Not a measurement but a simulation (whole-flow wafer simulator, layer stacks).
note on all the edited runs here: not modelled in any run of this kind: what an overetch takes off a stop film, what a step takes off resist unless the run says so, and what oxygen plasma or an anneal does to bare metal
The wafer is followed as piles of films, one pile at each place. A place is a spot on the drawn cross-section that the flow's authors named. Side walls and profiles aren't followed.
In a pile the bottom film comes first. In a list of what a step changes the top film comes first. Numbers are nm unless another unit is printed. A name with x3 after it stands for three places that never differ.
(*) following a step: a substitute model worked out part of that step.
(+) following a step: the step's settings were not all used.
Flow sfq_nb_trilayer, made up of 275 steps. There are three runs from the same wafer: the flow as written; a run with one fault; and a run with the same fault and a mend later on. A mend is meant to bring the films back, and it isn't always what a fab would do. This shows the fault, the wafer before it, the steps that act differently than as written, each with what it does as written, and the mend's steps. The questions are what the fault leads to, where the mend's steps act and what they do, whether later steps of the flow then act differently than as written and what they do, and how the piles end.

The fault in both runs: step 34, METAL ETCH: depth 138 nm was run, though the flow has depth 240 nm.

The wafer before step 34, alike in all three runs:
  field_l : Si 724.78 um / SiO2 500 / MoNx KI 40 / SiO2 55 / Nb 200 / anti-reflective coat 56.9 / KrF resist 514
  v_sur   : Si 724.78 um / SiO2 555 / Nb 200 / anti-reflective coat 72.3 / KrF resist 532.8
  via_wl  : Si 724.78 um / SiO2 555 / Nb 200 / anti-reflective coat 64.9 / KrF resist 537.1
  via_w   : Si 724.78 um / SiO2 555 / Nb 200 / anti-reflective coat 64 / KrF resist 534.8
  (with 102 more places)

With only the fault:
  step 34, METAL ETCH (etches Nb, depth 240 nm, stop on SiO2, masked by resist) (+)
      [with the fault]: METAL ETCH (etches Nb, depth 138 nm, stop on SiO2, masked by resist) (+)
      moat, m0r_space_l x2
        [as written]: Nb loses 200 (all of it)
        [with the fault]: Nb loses 138
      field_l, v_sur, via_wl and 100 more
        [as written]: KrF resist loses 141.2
        [with the fault]: KrF resist loses 81.2
  Steps later in the flow that act otherwise than as written:
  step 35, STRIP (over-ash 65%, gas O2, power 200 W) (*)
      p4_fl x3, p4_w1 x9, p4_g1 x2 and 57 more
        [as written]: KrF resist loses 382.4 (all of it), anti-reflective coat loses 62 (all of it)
        [with the fault]: KrF resist loses 442.4 (all of it), anti-reflective coat loses 62 (all of it)
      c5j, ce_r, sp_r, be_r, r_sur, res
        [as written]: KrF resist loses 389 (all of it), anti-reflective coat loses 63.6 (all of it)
        [with the fault]: KrF resist loses 449 (all of it), anti-reflective coat loses 63.6 (all of it)
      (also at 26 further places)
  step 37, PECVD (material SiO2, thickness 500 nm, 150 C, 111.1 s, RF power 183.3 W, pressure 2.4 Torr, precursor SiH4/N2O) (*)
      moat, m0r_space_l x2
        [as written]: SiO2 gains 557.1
        [with the fault]: SiO2 gains 500 (new film)
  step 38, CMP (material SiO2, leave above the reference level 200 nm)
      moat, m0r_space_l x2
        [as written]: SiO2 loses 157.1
        [with the fault]: SiO2 loses 162
  The piles end different from the flow's at moat, m0r_space_l x2 by more than 2% or 0.5 nm, whichever is larger.
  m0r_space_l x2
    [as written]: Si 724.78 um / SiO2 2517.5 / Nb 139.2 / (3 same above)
    [with the fault]: Si 724.78 um / SiO2 555 / Nb 62 / SiO2 1900.5 / Nb 139.2 / (3 same above)
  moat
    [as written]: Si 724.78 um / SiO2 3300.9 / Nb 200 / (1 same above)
    [with the fault]: Si 724.78 um / SiO2 555 / Nb 62 / SiO2 2683.9 / Nb 200 / (1 same above)

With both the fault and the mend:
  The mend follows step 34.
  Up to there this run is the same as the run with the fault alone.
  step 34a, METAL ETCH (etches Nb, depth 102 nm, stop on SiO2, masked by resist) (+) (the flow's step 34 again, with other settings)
      field_l, v_sur, via_wl and 100 more
        KrF resist loses 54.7
      moat, m0r_space_l x2
        Nb loses 62 (all of it)
  Later steps of the flow that are run all act as written at every place that is followed, up to a difference of at most 2% or 0.5 nm, whichever is larger.
  By the end, the piles equal the flow's at every place that both follow.
